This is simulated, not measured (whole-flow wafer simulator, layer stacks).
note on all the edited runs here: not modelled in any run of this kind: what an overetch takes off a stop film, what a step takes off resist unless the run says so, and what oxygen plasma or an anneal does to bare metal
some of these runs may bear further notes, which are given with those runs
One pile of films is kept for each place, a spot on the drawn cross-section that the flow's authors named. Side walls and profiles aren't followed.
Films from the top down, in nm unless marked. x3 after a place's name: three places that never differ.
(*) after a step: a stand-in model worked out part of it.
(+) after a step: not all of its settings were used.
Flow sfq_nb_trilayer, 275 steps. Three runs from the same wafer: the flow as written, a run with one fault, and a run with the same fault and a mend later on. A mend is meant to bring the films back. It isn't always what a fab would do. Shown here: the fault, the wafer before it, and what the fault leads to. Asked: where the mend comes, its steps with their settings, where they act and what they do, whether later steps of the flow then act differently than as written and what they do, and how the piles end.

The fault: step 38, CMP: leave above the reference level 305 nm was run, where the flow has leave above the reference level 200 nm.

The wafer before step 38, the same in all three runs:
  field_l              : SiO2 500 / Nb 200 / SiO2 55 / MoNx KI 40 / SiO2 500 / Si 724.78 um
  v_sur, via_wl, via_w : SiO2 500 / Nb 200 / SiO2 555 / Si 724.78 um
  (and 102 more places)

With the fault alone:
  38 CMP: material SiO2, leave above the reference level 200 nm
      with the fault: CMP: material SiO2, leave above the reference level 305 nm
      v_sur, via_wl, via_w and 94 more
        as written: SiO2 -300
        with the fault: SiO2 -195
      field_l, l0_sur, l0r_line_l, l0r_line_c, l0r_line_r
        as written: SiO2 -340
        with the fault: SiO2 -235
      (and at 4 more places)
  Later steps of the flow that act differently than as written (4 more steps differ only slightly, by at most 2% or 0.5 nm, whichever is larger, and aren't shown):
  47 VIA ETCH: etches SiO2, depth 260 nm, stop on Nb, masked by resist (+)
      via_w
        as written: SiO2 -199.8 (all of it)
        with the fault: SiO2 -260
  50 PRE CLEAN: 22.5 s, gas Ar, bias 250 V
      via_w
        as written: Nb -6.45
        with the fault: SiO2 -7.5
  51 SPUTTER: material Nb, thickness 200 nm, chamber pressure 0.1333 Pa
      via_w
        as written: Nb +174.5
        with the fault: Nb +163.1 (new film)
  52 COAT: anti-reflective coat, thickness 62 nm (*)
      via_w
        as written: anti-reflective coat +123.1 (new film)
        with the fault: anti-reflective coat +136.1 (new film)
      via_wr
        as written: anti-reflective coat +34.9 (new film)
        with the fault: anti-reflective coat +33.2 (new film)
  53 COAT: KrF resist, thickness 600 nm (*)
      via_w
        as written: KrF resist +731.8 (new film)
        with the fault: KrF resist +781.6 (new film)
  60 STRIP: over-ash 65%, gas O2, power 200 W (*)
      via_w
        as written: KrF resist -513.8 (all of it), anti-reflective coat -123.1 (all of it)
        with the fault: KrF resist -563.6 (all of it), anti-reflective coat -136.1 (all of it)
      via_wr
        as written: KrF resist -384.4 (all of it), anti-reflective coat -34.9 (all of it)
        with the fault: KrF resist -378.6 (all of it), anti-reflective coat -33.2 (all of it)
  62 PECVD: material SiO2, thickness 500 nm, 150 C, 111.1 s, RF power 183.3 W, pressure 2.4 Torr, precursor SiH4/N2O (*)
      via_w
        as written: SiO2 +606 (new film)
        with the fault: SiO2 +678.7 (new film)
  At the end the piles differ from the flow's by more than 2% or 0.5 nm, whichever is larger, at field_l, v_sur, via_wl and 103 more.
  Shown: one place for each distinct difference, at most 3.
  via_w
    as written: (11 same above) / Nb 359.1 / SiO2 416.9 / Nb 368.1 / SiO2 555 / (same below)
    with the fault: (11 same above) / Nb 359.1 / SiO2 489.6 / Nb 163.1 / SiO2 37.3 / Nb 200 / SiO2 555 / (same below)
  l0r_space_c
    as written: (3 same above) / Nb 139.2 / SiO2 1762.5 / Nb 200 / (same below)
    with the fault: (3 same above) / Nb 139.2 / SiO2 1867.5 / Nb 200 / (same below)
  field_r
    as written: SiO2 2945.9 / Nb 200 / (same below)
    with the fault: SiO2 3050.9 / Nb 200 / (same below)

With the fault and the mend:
  The mend comes after step 45.
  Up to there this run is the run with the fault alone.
  45a STRIP: over-ash 65%, gas O2, power 200 W (*)
      field_l, v_sur, via_wl and 102 more
        KrF resist -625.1 (all of it), anti-reflective coat -62 (all of it)
      via_w
        anti-reflective coat -62 (all of it)
  45b CMP: material SiO2, leave above the reference level 200 nm (the flow's step 38 once more)
      field_l, v_sur, via_wl and 103 more
        SiO2 -105
  45c COAT: anti-reflective coat, thickness 62 nm (the flow's step 40 once more)
      field_l, v_sur, via_wl and 103 more
        anti-reflective coat +62 (new film)
  45d COAT: KrF resist, thickness 650 nm (the flow's step 41 once more)
      field_l, v_sur, via_wl and 103 more
        KrF resist +650 (new film)
  45e SOFTBAKE: KrF resist (the flow's step 42 once more)
      changes no film at any place that is followed
  45f EXPOSE: photomask I0, dose 11.91 mJ/cm2, NA 0.6, wavelength 248 nm (*) (the flow's step 43 once more)
      changes no film at any place that is followed
  45g PEB: KrF resist, 90 s (the flow's step 44 once more)
      field_l, v_sur, via_wl and 103 more
        KrF resist -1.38
  45h DEVELOP: KrF resist, thickness 650 nm, 60 s (the flow's step 45 once more)
      field_l, v_sur, via_wl and 102 more
        KrF resist -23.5
      via_w
        KrF resist -648.6 (all of it)
  No later step of the flow acts differently than as written at any place that is followed.
  At the end the piles are the same as the flow's at every place that both follow.
